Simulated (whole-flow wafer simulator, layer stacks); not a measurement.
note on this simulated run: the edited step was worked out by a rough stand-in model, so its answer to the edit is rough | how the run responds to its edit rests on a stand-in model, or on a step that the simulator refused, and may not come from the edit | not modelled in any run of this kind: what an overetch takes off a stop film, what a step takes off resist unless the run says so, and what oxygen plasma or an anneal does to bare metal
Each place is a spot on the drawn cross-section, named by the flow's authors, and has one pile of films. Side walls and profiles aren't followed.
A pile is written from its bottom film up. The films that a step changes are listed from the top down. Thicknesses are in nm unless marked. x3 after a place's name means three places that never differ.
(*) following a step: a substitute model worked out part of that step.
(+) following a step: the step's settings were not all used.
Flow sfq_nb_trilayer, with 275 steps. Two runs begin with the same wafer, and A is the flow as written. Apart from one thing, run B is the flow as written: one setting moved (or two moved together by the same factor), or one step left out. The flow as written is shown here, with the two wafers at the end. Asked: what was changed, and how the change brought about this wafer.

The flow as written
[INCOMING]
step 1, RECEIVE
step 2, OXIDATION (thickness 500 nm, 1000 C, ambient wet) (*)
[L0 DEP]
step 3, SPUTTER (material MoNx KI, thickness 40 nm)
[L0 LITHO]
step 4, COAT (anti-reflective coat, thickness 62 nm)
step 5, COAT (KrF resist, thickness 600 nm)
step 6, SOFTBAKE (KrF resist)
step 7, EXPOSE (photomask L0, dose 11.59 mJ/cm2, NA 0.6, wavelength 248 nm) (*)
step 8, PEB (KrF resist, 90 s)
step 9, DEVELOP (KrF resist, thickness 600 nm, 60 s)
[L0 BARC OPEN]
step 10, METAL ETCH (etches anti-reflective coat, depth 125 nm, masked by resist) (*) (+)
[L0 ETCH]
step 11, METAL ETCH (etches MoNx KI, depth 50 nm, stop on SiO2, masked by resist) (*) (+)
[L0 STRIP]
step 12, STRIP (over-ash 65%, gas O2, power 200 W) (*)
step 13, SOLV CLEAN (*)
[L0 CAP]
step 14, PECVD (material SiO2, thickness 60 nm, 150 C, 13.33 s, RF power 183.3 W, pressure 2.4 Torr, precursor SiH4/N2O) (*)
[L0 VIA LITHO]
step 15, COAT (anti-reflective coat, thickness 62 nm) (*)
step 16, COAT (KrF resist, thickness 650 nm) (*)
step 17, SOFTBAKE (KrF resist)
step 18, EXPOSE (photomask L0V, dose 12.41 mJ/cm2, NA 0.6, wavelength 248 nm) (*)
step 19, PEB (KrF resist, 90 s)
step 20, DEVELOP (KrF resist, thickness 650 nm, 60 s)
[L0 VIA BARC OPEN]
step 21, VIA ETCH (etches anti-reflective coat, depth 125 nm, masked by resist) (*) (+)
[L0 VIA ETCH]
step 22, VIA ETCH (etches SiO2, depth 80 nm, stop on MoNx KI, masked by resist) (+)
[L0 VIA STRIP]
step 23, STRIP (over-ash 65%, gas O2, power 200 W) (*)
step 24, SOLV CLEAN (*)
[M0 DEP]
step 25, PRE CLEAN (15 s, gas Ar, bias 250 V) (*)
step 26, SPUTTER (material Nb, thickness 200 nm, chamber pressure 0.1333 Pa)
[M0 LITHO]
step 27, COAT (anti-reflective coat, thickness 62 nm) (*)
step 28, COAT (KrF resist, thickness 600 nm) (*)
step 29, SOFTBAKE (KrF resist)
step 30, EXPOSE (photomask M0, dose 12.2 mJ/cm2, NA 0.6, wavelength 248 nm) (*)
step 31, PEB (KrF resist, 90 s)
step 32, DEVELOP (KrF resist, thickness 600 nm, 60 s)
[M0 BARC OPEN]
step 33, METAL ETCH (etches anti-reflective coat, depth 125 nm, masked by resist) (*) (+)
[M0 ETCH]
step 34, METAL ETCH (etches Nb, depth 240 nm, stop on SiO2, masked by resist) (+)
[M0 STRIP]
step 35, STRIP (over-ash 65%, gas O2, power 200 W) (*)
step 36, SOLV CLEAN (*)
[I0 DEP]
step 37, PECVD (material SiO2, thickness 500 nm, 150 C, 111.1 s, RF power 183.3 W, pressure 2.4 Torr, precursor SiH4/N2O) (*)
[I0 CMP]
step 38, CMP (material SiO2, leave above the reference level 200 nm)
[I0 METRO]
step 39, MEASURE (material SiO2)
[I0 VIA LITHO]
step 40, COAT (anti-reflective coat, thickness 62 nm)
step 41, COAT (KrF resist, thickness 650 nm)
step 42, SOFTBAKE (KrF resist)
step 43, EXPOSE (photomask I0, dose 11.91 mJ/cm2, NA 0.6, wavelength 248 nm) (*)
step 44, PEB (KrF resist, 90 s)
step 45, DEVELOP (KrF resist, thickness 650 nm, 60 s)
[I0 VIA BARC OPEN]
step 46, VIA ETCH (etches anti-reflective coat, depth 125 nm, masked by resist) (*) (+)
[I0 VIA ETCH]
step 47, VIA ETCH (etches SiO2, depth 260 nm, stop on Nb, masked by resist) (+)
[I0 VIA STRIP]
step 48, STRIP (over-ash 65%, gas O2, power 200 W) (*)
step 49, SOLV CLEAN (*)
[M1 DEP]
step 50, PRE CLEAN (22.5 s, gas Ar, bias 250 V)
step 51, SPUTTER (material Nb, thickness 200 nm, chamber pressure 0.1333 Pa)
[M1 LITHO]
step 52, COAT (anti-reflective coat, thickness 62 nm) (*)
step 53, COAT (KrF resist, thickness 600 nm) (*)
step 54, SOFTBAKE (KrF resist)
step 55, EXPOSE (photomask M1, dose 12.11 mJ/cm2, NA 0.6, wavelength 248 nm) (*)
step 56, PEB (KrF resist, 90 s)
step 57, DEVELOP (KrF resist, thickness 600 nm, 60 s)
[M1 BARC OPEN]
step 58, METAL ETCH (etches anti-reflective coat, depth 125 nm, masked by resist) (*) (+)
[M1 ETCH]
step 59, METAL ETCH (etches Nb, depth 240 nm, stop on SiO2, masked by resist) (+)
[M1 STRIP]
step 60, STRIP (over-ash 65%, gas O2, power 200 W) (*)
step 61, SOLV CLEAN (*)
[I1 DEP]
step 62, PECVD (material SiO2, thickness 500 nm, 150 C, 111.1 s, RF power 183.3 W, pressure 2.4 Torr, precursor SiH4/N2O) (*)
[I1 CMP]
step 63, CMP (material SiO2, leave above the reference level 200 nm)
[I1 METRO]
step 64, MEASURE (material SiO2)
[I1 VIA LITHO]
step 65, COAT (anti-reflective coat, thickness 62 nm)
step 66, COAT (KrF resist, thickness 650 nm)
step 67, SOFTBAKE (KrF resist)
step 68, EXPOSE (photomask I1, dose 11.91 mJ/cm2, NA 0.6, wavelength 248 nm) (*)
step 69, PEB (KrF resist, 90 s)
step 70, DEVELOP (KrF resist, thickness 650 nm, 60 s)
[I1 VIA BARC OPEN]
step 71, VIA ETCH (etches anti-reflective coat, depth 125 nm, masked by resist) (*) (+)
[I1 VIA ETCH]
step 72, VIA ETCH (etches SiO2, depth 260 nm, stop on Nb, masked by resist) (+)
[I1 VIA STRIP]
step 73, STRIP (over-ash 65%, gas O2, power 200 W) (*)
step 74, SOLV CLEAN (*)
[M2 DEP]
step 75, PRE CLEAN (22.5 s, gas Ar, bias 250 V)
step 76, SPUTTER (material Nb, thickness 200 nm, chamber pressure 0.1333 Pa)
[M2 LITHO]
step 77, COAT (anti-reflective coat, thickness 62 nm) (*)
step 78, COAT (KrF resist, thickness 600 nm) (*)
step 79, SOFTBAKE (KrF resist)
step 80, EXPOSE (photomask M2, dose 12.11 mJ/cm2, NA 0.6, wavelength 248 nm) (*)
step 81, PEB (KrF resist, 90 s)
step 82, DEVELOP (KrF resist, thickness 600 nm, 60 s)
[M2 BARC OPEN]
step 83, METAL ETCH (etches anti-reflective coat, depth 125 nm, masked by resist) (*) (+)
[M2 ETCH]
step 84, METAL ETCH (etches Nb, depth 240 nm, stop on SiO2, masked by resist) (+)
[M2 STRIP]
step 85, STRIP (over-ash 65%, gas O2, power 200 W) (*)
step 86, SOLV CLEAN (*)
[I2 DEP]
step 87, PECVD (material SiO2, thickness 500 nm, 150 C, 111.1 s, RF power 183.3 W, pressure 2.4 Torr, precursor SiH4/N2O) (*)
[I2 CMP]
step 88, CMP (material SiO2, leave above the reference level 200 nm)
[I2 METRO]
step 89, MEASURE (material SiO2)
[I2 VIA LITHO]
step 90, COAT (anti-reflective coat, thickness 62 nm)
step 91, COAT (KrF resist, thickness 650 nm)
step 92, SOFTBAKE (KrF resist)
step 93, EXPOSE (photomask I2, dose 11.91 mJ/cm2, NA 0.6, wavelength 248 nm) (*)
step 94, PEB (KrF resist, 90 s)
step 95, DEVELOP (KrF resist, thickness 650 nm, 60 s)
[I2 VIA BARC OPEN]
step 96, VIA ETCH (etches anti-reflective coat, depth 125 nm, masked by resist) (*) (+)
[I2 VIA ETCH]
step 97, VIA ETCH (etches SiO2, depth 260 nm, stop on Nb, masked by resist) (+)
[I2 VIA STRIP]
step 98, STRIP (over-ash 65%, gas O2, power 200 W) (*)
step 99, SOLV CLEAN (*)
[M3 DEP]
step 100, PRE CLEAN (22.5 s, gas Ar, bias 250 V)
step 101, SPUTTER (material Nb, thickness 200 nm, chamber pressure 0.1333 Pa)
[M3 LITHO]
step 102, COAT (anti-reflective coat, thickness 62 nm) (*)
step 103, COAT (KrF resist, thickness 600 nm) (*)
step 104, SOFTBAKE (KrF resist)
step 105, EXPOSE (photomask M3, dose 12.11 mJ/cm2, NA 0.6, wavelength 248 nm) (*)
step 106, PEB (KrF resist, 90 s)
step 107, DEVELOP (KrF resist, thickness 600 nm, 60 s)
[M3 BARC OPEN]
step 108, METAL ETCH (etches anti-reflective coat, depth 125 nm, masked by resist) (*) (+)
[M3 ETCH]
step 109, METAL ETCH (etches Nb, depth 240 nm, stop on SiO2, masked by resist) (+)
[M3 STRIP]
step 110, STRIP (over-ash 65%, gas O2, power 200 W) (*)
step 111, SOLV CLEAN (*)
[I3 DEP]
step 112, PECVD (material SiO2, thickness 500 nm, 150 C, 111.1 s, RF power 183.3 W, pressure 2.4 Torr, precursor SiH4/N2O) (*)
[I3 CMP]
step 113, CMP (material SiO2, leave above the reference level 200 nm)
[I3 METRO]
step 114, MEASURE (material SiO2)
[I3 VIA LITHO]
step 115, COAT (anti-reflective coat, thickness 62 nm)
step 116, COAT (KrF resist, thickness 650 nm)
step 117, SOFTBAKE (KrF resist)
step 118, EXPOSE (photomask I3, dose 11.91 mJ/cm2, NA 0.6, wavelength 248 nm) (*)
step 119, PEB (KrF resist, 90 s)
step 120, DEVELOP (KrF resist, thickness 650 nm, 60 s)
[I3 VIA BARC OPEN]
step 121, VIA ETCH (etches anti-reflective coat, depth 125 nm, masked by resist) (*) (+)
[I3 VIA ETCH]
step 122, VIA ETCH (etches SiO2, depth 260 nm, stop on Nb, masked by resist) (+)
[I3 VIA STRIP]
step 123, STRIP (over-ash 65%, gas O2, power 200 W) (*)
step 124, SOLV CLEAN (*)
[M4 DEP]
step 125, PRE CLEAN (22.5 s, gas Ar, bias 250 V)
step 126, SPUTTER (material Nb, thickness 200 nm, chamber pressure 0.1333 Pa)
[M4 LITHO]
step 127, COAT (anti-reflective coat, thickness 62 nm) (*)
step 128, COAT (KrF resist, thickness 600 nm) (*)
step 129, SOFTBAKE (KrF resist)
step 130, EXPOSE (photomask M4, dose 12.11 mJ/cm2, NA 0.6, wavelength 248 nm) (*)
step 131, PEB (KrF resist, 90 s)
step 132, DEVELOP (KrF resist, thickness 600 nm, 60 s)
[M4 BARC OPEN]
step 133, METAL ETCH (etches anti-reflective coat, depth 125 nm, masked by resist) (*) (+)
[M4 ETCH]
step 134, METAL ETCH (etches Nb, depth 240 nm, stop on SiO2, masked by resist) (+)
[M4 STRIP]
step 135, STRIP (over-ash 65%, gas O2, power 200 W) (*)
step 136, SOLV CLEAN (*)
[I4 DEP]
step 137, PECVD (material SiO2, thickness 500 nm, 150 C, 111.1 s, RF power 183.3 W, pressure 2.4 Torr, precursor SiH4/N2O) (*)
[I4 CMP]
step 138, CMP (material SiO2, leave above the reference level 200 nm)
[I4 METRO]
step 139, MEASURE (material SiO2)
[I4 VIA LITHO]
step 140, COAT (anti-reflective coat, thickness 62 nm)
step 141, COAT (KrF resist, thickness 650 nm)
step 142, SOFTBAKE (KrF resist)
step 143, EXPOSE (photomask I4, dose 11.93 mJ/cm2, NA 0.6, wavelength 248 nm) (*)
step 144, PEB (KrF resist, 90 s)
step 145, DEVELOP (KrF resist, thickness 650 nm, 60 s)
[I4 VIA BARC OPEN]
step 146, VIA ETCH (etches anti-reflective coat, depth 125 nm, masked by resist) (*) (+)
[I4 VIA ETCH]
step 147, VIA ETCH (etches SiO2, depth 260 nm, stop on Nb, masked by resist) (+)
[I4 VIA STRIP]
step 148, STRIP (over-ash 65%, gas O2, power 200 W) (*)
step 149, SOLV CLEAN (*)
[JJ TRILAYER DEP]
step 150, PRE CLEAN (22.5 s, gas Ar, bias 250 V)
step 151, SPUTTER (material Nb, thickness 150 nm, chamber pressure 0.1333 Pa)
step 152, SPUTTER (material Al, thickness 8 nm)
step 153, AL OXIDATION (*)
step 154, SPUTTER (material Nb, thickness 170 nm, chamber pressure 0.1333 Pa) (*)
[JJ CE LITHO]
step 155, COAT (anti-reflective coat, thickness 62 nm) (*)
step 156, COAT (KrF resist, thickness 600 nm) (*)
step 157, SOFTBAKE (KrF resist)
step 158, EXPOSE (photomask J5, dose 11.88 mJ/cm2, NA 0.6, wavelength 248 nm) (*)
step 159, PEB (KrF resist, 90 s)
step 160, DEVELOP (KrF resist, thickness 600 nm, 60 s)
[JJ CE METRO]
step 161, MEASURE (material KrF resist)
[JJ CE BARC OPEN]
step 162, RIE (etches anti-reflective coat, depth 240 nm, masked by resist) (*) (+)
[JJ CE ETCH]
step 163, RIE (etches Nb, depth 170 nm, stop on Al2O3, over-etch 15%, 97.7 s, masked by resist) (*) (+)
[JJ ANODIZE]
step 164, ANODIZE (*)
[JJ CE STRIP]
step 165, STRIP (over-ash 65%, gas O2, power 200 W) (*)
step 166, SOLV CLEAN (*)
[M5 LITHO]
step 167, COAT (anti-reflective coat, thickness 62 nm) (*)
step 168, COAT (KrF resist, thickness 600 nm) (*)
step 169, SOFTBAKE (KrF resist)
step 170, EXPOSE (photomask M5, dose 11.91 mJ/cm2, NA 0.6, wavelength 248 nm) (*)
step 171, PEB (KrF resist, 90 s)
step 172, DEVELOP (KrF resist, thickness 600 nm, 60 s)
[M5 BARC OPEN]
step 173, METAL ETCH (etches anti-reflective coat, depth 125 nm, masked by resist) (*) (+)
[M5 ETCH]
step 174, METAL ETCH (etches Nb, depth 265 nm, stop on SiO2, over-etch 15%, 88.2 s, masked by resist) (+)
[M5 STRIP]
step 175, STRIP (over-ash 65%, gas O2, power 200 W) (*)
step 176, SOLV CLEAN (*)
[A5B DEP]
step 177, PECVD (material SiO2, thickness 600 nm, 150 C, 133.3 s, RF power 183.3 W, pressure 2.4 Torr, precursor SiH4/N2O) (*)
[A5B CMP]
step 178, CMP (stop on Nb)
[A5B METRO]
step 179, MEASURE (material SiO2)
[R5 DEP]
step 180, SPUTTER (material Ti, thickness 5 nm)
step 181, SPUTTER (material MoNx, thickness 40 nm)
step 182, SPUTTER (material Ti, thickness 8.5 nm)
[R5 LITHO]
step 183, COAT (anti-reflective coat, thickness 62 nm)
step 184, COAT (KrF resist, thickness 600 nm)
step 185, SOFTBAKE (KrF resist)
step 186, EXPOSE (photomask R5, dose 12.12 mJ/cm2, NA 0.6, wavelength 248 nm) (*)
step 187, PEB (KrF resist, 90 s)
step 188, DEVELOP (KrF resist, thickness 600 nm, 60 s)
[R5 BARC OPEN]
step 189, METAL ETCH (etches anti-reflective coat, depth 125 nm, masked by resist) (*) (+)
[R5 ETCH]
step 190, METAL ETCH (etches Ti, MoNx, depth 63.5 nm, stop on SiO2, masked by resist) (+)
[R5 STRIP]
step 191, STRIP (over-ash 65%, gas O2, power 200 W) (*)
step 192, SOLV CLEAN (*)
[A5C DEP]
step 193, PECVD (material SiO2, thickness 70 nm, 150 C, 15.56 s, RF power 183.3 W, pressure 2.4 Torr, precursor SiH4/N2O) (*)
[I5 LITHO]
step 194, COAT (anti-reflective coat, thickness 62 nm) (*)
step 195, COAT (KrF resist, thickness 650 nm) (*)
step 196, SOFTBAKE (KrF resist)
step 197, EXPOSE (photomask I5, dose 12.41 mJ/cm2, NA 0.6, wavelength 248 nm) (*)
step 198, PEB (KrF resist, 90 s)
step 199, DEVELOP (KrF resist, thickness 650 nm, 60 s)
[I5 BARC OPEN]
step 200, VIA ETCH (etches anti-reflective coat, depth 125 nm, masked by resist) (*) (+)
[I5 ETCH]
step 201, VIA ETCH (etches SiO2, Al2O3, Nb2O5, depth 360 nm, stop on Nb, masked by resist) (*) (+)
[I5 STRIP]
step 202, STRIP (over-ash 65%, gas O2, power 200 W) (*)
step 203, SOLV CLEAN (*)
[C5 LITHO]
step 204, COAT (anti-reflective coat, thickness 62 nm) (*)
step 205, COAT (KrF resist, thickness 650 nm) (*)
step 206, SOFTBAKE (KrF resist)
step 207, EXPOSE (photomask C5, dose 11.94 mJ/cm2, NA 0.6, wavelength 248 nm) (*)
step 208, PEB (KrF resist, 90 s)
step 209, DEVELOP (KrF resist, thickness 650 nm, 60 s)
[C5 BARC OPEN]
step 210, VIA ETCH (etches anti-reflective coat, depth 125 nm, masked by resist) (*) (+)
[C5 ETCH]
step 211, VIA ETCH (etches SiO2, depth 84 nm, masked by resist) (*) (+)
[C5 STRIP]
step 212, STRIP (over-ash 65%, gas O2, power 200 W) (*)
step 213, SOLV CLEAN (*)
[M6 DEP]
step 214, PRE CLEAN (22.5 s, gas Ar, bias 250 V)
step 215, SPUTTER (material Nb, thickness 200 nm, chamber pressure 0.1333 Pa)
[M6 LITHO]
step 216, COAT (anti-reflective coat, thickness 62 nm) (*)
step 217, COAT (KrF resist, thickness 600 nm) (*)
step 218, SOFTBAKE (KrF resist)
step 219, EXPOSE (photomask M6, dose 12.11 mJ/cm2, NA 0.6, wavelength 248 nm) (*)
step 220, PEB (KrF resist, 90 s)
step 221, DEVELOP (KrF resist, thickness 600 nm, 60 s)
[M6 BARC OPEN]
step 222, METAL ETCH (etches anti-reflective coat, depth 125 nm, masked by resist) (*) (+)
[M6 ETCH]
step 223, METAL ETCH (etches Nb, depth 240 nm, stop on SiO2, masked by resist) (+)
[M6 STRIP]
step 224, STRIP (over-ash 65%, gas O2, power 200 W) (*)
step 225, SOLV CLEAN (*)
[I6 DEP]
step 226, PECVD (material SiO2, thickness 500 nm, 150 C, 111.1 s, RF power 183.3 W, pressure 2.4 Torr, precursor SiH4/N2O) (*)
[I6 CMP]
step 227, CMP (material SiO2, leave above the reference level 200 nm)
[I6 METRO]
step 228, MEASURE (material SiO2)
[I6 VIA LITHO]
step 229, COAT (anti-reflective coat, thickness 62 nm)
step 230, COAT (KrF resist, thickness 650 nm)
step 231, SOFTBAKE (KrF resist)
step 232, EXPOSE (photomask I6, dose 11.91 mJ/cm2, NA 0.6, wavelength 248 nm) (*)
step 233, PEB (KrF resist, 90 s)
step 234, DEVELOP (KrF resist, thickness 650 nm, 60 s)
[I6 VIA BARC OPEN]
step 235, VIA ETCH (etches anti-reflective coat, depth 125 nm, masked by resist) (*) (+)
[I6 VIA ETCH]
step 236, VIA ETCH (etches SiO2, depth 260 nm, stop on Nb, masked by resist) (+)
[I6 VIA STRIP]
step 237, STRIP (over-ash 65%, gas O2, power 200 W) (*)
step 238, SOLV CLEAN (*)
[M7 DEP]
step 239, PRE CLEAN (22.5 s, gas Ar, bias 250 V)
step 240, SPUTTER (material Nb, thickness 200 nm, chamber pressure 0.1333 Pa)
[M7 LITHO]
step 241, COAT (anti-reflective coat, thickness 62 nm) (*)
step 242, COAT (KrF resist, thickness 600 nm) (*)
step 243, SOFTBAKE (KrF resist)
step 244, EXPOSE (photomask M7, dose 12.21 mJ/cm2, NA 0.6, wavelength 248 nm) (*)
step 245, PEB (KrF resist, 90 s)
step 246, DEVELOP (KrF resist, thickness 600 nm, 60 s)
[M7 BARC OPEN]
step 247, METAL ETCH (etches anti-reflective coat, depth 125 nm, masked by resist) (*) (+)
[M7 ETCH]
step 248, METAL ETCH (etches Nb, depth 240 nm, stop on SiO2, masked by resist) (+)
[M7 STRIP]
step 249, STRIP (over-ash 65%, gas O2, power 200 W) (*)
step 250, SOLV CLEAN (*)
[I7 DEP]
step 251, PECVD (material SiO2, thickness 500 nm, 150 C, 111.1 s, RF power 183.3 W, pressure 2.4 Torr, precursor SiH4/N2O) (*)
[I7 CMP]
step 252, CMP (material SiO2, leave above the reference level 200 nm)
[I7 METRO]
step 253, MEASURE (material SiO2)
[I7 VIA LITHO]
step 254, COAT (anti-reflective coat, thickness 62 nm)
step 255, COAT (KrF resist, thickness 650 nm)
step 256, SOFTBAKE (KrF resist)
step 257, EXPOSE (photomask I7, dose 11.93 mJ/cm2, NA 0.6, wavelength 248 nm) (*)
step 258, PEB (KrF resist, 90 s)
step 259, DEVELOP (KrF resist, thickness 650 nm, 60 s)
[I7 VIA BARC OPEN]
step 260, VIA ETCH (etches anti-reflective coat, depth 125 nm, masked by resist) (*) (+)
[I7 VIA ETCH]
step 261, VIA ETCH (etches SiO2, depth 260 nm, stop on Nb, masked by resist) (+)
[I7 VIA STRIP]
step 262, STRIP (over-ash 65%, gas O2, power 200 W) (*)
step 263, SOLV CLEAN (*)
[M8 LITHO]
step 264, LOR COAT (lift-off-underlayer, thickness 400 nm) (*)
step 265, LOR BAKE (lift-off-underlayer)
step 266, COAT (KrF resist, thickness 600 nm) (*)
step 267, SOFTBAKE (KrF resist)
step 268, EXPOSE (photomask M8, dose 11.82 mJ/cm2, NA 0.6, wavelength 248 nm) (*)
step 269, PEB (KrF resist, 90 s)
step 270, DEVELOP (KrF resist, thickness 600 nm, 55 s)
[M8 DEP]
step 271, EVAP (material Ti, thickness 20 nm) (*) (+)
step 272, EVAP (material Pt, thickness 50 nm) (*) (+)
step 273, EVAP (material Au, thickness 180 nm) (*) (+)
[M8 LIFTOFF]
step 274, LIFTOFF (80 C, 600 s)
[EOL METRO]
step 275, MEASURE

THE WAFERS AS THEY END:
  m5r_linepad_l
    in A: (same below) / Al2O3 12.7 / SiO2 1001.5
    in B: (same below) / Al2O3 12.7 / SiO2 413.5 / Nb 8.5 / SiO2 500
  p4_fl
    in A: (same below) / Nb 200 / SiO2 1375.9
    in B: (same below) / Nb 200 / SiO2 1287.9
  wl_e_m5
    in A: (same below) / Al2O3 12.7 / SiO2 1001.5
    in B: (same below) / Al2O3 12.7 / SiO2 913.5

The reason: step 226, PECVD: thickness 212 nm was run, whereas the flow has thickness 500 nm; step 226, PECVD: 47.22 s was run, where the flow has 111.1 s.

Step by step, how the change led to this:
  step 226, PECVD (material SiO2, thickness 500 nm, 150 C, 111.1 s, RF power 183.3 W, pressure 2.4 Torr, precursor SiH4/N2O) (*)
      field_l, p4_fl, p4_fm and 62 more: A SiO2 gains 500 | B SiO2 gains 212
      v_sur, via_wl, via_w and 21 more: A SiO2 gains 500 (new film) | B SiO2 gains 212 (new film)
      (also at 17 further places)
  step 227, CMP (material SiO2, leave above the reference level 200 nm)
      field_l, p4_fl, p4_fm and 59 more: A SiO2 loses 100 | B nothing
      moat, field_r, lsp_l, ln_m5, lsp_m: A SiO2 loses 93.6 | B nothing
      (also at 39 further places)
  step 229, COAT (anti-reflective coat, thickness 62 nm)
      lsp_l, p4_fl, wl_e_m5: A anti-reflective coat gains 62 (new film) | B anti-reflective coat gains 66.3 (new film)
      p3_l3, p3_l5, p3_l6: A anti-reflective coat gains 62 (new film) | B anti-reflective coat gains 64.1 (new film)
      (also at 87 further places)
  step 230, COAT (KrF resist, thickness 650 nm)
      m0r_line_l, m7r_line_l: A KrF resist gains 650 (new film) | B KrF resist gains 685.4 (new film)
      m0r_space_l, m7r_space_l: A KrF resist gains 650 (new film) | B KrF resist gains 675.6 (new film)
      (also at 82 further places)
  step 234, DEVELOP (KrF resist, thickness 650 nm, 60 s)
      via_v: A KrF resist loses 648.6 (all of it) | B KrF resist loses 595.6 (all of it)
  step 235, VIA ETCH (etches anti-reflective coat, depth 125 nm, masked by resist) (*) (+)
      field_l, v_sur, via_wl and 102 more: A KrF resist loses 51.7 | B KrF resist loses 42.2
      via_v: A anti-reflective coat loses 62 (all of it), SiO2 loses 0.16 | B anti-reflective coat loses 50.6 (all of it), SiO2 loses 0.13
  step 237, STRIP (over-ash 65%, gas O2, power 200 W) (*)
      p3_l3, p3_l5: A KrF resist loses 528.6 (all of it), anti-reflective coat loses 62 (all of it) | B KrF resist loses 544.2 (all of it), anti-reflective coat loses 64.1 (all of it)
      p3_s3, p3_s4: A KrF resist loses 528.6 (all of it), anti-reflective coat loses 62 (all of it) | B KrF resist loses 544 (all of it), anti-reflective coat loses 64 (all of it)
      (also at 100 further places)
  step 240, SPUTTER (material Nb, thickness 200 nm, chamber pressure 0.1333 Pa)
      lsp_r, l0_sur, l0v: A Nb gains 200 (new film) | B Nb gains 190.7 (new film)
      be: A Nb gains 200 (new film) | B Nb gains 129.1 (new film)
      (also at 4 further places)
  step 241, COAT (anti-reflective coat, thickness 62 nm) (*)
      p3_l3, p3_s4, p3_l5, p3_l6: A anti-reflective coat gains 62 (new film) | B anti-reflective coat gains 64.1 (new film)
      p3_l2, p3_s2, wl_d_sl: A anti-reflective coat gains 62 (new film) | B anti-reflective coat gains 64.2 (new film)
      (also at 87 further places)
  step 242, COAT (KrF resist, thickness 600 nm) (*)
      p4_fl, wl_d_m1: A KrF resist gains 600 (new film) | B KrF resist gains 614.6 (new film)
      m0r_line_l, m7r_line_l: A KrF resist gains 600 (new film) | B KrF resist gains 634.6 (new film)
      (also at 83 further places)
  step 246, DEVELOP (KrF resist, thickness 600 nm, 60 s)
      p4_fl, wl_d_m1: A KrF resist loses 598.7 (all of it) | B KrF resist loses 613.3 (all of it)
      m0r_space_l, m7r_space_l: A KrF resist loses 598.7 (all of it) | B KrF resist loses 624 (all of it)
      (also at 42 further places)
  step 247, METAL ETCH (etches anti-reflective coat, depth 125 nm, masked by resist) (*) (+)
      m5r_linepad_l, m5r_linepad_r, r5r_spacepad_l, r5r_spacepad_r, m8r_pad_l, m8r_pad_r: A anti-reflective coat loses 62 (all of it) | B anti-reflective coat loses 125
      v_sur, via_wl, via_w and 38 more: A KrF resist loses 51.7 | B KrF resist loses 69.4
      (also at 49 further places)
  step 248, METAL ETCH (etches Nb, depth 240 nm, stop on SiO2, masked by resist) (+)
      m5r_linepad_l, m5r_linepad_r: A Nb loses 200 (all of it) | B anti-reflective coat loses 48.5 (all of it), Nb loses 191.5
      r5r_spacepad_l, r5r_spacepad_r: A Nb loses 200 (all of it) | B anti-reflective coat loses 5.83 (all of it), Nb loses 200 (all of it)
      (also at 4 further places)
  step 249, STRIP (over-ash 65%, gas O2, power 200 W) (*)
      v_sur: A KrF resist loses 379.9 (all of it), anti-reflective coat loses 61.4 (all of it) | B KrF resist loses 290.7 (all of it), anti-reflective coat loses 39.8 (all of it)
      via_wl: A KrF resist loses 379.3 (all of it), anti-reflective coat loses 61.3 (all of it) | B KrF resist loses 294.9 (all of it), anti-reflective coat loses 48.5 (all of it)
      (also at 39 further places)
  step 251, PECVD (material SiO2, thickness 500 nm, 150 C, 111.1 s, RF power 183.3 W, pressure 2.4 Torr, precursor SiH4/N2O) (*)
      m5r_linepad_l, m5r_linepad_r: A SiO2 gains 500 | B SiO2 gains 500 (new film)
      wl_c_sl, m6r_space_l, m6r_space_r: A SiO2 gains 500 | B SiO2 gains 545.1
      (also at 4 further places)
  step 252, CMP (material SiO2, leave above the reference level 200 nm)
      field_l, p4_fl, p4_fm and 53 more: A SiO2 loses 100 | B nothing
      field_r, lsp_l: A SiO2 loses 77.7 | B nothing
      (also at 24 further places)
  ... 8 further steps ...
  step 274, LIFTOFF (80 C, 600 s)
      m5r_space_l, m5r_space_r: A Au loses 180 (all of it), Pt loses 50 (all of it), Ti loses 20 (all of it), KrF resist loses 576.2 (all of it), lift-off-underlayer loses 400 (all of it) | B Au loses 180 (all of it), Pt loses 50 (all of it), Ti loses 20 (all of it), KrF resist loses 578.5 (all of it), lift-off-underlayer loses 414.6 (all of it)
      m5r_linepad_l, m5r_linepad_r: A Au loses 180 (all of it), Pt loses 50 (all of it), Ti loses 20 (all of it), KrF resist loses 576.2 (all of it), lift-off-underlayer loses 400 (all of it) | B Au loses 180 (all of it), Pt loses 50 (all of it), Ti loses 20 (all of it), KrF resist loses 567.5 (all of it), lift-off-underlayer loses 419.6 (all of it)
      (also at 54 further places)
Taking metal films that touch as one body, m5r_linepad_l has 3 bodies (between them, from the top down: SiO2 413.5 / Al2O3 12.7 / Nb2O5 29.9; SiO2 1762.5); the flow as written gives 2 bodies (between them, from the top down: SiO2 1762.5).
